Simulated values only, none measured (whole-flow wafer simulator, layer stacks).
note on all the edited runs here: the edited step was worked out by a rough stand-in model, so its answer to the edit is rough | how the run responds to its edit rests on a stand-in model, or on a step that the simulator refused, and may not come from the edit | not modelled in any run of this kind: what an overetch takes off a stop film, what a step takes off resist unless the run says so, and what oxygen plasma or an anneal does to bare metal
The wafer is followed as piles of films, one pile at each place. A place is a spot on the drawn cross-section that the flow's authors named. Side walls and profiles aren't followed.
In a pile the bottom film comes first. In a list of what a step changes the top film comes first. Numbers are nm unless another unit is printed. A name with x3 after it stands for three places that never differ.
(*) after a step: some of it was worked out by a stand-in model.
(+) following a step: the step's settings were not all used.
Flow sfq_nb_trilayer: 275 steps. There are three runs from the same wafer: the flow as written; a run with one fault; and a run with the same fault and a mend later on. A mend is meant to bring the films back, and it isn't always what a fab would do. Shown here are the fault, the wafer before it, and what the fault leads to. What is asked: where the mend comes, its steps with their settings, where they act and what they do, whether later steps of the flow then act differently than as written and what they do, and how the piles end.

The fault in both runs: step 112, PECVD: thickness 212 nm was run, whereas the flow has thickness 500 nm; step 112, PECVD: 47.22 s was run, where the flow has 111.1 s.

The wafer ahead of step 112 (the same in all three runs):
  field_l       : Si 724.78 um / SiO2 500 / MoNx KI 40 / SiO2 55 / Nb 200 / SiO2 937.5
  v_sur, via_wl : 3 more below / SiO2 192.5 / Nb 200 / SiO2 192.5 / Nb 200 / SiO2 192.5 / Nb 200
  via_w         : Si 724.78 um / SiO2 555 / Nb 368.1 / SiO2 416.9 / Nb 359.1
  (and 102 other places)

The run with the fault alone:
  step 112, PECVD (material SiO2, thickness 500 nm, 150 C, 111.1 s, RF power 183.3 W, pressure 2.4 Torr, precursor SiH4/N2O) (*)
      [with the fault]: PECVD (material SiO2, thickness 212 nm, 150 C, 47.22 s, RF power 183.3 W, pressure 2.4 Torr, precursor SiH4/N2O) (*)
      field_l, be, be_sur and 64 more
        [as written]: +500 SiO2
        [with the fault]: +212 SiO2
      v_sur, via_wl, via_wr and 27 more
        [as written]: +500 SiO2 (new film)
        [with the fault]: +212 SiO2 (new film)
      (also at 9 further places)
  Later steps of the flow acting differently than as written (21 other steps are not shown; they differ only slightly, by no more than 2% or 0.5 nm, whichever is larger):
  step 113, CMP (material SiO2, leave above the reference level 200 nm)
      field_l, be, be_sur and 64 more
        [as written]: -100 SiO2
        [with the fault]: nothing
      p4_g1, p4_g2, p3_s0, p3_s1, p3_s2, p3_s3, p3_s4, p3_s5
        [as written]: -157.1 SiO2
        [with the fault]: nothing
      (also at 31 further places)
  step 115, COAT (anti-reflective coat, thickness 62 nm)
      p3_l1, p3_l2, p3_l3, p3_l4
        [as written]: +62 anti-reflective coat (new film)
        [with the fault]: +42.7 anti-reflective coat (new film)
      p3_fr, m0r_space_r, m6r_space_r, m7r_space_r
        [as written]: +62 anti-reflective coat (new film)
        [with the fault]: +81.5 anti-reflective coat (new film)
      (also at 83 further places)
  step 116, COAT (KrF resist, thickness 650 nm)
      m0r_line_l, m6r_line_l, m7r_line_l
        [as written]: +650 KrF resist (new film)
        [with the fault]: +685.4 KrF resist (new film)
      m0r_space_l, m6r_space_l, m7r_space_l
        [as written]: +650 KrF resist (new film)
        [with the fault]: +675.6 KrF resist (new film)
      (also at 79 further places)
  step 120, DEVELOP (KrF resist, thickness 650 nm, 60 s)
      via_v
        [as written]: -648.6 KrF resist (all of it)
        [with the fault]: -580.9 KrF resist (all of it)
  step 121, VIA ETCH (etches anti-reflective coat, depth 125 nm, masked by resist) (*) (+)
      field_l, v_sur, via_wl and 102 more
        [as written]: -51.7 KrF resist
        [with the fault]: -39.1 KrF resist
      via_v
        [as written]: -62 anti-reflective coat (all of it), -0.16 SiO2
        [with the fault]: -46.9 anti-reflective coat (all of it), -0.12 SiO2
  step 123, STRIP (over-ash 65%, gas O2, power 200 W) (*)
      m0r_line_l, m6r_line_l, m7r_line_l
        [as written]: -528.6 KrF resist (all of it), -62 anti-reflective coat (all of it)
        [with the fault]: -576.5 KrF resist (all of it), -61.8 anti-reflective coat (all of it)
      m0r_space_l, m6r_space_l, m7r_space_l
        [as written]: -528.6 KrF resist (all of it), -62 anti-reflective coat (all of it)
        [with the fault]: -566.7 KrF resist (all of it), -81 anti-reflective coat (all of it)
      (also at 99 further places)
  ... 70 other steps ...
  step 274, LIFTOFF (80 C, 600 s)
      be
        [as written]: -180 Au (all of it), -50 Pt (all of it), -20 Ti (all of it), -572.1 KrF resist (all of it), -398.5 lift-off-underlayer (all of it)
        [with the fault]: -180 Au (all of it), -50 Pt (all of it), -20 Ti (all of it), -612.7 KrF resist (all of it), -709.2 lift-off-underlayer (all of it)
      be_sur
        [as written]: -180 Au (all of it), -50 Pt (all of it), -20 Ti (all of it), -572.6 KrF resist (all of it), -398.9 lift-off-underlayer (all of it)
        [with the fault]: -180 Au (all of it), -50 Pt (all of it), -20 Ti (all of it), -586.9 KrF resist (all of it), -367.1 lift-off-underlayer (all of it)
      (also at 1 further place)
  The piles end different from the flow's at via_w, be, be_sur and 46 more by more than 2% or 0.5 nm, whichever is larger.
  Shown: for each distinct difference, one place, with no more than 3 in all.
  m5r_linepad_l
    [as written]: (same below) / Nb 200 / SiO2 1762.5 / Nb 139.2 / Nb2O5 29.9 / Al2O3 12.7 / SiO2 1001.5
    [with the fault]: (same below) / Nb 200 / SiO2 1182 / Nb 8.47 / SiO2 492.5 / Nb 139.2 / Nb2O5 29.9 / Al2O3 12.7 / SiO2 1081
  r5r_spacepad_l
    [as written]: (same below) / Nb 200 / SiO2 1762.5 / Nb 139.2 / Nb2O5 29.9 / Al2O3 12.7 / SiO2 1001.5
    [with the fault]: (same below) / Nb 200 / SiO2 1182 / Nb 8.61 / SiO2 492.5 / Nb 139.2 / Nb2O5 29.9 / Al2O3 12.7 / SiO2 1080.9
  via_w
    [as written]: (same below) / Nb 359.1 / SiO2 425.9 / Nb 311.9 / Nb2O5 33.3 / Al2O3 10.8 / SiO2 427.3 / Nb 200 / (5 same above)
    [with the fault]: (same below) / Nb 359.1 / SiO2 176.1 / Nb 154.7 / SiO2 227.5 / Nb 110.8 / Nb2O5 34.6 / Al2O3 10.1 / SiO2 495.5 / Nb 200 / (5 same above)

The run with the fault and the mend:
  After step 112 comes the mend.
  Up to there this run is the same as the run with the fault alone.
  step 112a, PECVD (material SiO2, thickness 288 nm, 150 C, 64 s, RF power 183.3 W, pressure 2.4 Torr, precursor SiH4/N2O) (*) (a further turn of the flow's step 112, with different settings)
      field_l, v_sur, via_wl and 102 more
        +288 SiO2
      via_w
        +406.9 SiO2
  Later steps of the flow acting differently than as written:
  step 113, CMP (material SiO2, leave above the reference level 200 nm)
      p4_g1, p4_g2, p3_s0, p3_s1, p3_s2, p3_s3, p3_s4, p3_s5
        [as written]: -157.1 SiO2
        [with the mend]: -100 SiO2
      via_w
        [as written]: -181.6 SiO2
        [with the mend]: -157.1 SiO2
  At every place that both follow, the piles at the end match the flow's.
